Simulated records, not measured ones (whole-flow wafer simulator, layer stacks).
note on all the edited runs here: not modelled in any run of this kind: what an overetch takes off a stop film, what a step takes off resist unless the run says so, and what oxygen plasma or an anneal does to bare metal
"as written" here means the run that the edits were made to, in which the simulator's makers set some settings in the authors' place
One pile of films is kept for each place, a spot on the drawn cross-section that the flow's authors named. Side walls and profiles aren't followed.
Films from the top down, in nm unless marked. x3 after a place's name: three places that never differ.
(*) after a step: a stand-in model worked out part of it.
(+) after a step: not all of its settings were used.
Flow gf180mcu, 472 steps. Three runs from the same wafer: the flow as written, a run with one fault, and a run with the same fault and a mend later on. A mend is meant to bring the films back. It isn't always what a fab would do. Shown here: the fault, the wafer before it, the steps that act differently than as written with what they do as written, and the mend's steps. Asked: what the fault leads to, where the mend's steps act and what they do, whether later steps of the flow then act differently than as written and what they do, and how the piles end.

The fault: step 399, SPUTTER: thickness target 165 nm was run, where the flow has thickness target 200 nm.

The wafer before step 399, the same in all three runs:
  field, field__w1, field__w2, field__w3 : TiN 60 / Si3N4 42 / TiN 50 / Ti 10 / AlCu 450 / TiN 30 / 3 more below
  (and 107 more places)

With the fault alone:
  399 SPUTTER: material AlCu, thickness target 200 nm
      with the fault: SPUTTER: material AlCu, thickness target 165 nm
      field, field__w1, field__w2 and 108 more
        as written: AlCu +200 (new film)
        with the fault: AlCu +165 (new film)
  Later steps of the flow that act differently than as written (6 more steps differ only slightly, by at most 2% or 0.5 nm, whichever is larger, and aren't shown):
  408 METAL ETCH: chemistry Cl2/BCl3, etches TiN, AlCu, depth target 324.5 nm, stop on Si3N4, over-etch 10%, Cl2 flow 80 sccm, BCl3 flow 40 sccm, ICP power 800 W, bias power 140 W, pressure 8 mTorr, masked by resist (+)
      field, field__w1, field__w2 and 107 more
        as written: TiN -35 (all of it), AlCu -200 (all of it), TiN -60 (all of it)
        with the fault: TiN -35 (all of it), AlCu -165 (all of it), TiN -60 (all of it)
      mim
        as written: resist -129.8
        with the fault: resist -114.4
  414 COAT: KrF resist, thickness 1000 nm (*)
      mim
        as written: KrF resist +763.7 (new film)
        with the fault: KrF resist +790.5 (new film)
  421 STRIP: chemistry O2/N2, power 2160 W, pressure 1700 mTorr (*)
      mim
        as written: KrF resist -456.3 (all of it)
        with the fault: KrF resist -482.7 (all of it)
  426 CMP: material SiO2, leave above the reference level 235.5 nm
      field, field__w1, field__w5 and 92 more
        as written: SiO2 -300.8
        with the fault: SiO2 -335.8
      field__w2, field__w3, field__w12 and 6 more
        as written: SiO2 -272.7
        with the fault: SiO2 -307.7
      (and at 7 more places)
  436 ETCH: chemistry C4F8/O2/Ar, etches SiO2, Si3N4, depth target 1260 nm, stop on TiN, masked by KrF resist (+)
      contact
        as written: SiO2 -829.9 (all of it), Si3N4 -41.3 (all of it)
        with the fault: SiO2 -794.9 (all of it), Si3N4 -41.3 (all of it)
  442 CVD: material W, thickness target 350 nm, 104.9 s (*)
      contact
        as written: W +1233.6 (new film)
        with the fault: W +1198.3 (new film)
  At the end the piles differ from the flow's by more than 2% or 0.5 nm, whichever is larger, at field__w8, contact, m1, m1__w1, mim, m1_nw.
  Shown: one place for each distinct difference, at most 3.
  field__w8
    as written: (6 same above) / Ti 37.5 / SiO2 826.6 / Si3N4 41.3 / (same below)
    with the fault: (6 same above) / Ti 37.5 / SiO2 791.6 / Si3N4 41.3 / (same below)
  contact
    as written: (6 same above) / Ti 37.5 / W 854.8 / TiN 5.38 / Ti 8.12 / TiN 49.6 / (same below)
    with the fault: (6 same above) / Ti 37.5 / W 819.5 / TiN 5.49 / Ti 8.28 / TiN 49.6 / (same below)
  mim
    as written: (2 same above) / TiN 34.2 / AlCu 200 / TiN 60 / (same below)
    with the fault: (2 same above) / TiN 34.2 / AlCu 165 / TiN 60 / (same below)

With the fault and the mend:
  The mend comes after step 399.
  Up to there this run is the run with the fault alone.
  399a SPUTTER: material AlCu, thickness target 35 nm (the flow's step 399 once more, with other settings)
      field, field__w1, field__w2 and 108 more
        AlCu +35
  No later step of the flow acts differently than as written at any place that is followed.
  At the end the piles are the same as the flow's at every place that both follow.
